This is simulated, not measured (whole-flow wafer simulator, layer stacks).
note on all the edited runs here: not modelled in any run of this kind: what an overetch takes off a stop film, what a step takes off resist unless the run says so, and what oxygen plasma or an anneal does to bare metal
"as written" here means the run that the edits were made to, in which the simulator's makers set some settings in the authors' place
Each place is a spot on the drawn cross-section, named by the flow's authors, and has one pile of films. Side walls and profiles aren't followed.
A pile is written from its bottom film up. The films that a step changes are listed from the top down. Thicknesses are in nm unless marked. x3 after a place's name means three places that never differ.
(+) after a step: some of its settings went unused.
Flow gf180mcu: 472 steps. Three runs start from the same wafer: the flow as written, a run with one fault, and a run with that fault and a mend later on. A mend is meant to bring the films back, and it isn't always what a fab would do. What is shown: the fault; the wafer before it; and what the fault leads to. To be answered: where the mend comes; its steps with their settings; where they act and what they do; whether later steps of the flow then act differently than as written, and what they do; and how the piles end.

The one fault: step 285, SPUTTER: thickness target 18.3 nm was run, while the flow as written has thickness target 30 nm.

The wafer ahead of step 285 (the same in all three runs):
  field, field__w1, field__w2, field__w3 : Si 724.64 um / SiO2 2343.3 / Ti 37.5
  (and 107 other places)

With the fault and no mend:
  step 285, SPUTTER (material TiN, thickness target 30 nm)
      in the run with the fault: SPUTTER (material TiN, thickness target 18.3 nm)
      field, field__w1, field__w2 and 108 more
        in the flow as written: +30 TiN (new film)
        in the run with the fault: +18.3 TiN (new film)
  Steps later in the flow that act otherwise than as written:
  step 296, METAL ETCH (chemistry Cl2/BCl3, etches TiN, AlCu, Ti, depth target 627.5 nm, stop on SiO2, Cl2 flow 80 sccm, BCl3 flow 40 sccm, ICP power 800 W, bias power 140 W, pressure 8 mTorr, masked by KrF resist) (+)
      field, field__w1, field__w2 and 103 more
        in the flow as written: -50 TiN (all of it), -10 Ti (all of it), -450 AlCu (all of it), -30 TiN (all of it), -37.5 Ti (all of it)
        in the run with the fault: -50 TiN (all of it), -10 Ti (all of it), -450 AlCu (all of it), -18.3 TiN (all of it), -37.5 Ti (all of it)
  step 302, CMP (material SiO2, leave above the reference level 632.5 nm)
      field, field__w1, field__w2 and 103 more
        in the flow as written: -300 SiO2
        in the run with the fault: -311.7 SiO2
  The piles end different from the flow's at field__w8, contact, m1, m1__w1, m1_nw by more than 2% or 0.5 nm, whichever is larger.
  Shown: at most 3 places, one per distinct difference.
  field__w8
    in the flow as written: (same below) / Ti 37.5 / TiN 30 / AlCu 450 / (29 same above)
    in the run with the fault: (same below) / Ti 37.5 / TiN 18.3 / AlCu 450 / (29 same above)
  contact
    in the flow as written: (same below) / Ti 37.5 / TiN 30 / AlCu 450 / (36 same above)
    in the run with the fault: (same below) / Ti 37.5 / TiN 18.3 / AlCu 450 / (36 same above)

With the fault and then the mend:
  The mend stands after step 285.
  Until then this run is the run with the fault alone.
  step 285a, SPUTTER (material TiN, thickness target 11.7 nm) (the flow's step 285 again, with other settings)
      field, field__w1, field__w2 and 108 more
        +11.7 TiN
  Every later step of the flow that is run acts as written at every place that is followed.
  The piles end the same as the flow's at every place that both follow.
